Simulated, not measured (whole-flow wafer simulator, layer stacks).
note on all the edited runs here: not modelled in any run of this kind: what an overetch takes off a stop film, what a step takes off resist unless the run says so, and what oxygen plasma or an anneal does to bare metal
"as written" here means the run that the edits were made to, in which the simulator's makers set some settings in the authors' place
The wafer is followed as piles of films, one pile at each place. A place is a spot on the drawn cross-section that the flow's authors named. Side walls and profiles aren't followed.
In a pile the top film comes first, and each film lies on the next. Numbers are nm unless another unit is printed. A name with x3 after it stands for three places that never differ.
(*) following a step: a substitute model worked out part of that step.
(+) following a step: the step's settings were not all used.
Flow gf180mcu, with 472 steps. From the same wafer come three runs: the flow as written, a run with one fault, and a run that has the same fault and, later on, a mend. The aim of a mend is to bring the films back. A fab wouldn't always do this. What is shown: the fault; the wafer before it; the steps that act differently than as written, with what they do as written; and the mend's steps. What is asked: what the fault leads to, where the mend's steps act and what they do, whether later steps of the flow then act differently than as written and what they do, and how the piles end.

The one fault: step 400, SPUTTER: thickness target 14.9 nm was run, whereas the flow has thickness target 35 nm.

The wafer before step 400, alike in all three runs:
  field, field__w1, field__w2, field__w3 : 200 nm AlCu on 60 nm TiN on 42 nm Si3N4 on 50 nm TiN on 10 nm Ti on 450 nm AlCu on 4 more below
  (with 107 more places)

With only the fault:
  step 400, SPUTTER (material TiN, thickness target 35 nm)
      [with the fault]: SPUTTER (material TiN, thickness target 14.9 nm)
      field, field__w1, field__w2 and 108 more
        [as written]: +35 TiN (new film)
        [with the fault]: +14.9 TiN (new film)
  Later steps of the flow acting differently than as written (7 other steps are not shown; they differ only slightly, by no more than 2% or 0.5 nm, whichever is larger):
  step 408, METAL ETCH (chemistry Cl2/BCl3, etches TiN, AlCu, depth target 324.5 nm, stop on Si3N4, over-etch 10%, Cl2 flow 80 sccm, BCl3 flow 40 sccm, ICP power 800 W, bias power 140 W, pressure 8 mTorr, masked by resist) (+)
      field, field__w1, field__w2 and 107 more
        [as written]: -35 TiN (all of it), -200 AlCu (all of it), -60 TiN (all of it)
        [with the fault]: -14.9 TiN (all of it), -200 AlCu (all of it), -60 TiN (all of it)
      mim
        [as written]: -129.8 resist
        [with the fault]: -121 resist
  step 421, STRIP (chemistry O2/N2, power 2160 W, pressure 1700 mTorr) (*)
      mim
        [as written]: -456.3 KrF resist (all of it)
        [with the fault]: -471.4 KrF resist (all of it)
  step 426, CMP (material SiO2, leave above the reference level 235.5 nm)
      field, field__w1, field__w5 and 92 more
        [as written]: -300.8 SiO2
        [with the fault]: -320.9 SiO2
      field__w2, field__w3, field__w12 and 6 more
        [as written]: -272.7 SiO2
        [with the fault]: -292.8 SiO2
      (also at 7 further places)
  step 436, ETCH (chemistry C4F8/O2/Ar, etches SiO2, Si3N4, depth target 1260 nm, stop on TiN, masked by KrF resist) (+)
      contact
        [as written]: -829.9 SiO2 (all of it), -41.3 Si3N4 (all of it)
        [with the fault]: -809.8 SiO2 (all of it), -41.3 Si3N4 (all of it)
  At field__w8, contact, m1, m1__w1, mim, m1_nw, the piles at the end differ from the flow's by more than 2% or 0.5 nm, whichever is larger.
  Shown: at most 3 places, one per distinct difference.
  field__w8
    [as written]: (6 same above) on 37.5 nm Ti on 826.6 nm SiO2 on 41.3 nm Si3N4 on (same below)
    [with the fault]: (6 same above) on 37.5 nm Ti on 806.5 nm SiO2 on 41.3 nm Si3N4 on (same below)
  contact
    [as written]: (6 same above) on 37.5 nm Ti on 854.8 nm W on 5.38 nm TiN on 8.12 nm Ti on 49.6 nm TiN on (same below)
    [with the fault]: (6 same above) on 37.5 nm Ti on 834.5 nm W on 5.44 nm TiN on 8.21 nm Ti on 49.6 nm TiN on (same below)
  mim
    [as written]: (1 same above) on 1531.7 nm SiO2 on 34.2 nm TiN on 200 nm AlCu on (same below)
    [with the fault]: (1 same above) on 1531.7 nm SiO2 on 14.1 nm TiN on 200 nm AlCu on (same below)

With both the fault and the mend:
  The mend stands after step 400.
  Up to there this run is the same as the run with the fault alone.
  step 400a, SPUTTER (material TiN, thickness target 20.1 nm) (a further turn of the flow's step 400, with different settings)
      field, field__w1, field__w2 and 108 more
        +20.1 TiN
  Every later step of the flow that is run acts as written at every place that is followed.
  By the end, the piles equal the flow's at every place that both follow.
